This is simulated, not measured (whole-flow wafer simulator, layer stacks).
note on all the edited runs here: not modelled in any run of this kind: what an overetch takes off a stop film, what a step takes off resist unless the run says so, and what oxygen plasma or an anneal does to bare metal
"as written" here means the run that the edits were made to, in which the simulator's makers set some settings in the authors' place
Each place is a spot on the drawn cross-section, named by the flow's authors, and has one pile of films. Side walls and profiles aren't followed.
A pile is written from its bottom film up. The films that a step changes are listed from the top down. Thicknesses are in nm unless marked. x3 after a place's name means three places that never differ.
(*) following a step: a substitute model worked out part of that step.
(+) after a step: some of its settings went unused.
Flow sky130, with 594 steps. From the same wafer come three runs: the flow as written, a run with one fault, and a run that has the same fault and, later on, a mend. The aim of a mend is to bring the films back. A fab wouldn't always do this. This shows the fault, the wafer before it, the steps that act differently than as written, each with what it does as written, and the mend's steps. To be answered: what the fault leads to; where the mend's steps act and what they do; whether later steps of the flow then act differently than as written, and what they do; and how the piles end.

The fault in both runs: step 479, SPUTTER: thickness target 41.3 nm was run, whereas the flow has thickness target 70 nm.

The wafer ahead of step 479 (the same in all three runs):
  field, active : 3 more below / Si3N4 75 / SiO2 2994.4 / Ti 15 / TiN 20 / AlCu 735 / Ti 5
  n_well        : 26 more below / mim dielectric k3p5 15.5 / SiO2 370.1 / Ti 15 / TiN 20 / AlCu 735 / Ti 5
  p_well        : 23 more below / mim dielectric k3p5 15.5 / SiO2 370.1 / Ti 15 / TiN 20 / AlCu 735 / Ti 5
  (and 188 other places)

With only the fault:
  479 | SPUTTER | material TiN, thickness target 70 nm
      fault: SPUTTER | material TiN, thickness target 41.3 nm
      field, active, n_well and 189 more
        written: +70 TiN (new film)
        fault: +41.3 TiN (new film)
  Later steps of the flow acting differently than as written (not shown: 9 more steps that differ only slightly, by at most 2% or 0.5 nm, whichever is larger):
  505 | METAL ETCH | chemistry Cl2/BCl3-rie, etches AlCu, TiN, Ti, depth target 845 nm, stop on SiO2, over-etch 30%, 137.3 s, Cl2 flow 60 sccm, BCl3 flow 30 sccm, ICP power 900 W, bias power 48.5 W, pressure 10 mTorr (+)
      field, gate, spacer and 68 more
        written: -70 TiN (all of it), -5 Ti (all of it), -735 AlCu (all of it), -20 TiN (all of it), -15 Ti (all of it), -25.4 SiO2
        fault: -41.3 TiN (all of it), -5 Ti (all of it), -735 AlCu (all of it), -20 TiN (all of it), -15 Ti (all of it), -28.2 SiO2
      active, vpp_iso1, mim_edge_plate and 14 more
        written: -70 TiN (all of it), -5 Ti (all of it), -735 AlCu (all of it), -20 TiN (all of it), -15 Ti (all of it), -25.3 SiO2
        fault: -41.3 TiN (all of it), -5 Ti (all of it), -735 AlCu (all of it), -20 TiN (all of it), -15 Ti (all of it), -28.2 SiO2
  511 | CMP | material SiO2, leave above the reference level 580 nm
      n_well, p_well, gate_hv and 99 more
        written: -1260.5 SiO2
        fault: -1231.8 SiO2
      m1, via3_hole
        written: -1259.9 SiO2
        fault: -1231.2 SiO2
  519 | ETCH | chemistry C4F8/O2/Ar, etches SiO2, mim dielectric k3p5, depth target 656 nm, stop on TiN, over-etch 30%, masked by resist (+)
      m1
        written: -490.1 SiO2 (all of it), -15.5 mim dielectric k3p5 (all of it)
        fault: -518.8 SiO2 (all of it), -15.5 mim dielectric k3p5 (all of it)
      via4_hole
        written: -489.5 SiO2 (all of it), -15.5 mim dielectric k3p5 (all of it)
        fault: -518.2 SiO2 (all of it), -15.5 mim dielectric k3p5 (all of it)
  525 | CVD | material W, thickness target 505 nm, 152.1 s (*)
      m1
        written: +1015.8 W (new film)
        fault: +1044.7 W (new film)
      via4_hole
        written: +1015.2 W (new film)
        fault: +1044.1 W (new film)
  At n_well, p_well, gate_hv and 102 more, the piles at the end differ from the flow's by more than 2% or 0.5 nm, whichever is larger.
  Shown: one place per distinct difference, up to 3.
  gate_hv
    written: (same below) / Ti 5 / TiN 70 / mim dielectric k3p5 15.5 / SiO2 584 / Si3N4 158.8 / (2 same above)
    fault: (same below) / Ti 5 / TiN 41.3 / mim dielectric k3p5 15.5 / SiO2 612.7 / Si3N4 158.8 / (2 same above)
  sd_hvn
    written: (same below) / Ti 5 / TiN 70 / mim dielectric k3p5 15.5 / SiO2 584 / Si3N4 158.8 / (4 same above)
    fault: (same below) / Ti 5 / TiN 41.3 / mim dielectric k3p5 15.5 / SiO2 612.7 / Si3N4 158.8 / (4 same above)
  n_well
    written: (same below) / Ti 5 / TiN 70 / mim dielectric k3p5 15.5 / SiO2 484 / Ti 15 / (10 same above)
    fault: (same below) / Ti 5 / TiN 41.3 / mim dielectric k3p5 15.5 / SiO2 512.7 / Ti 15 / (10 same above)

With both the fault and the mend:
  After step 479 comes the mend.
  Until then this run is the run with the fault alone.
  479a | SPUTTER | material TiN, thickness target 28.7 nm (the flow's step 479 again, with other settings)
      field, active, n_well and 189 more
        +28.7 TiN
  Later steps of the flow that are run all act as written at every place that is followed.
  At every place that both follow, the piles at the end match the flow's.
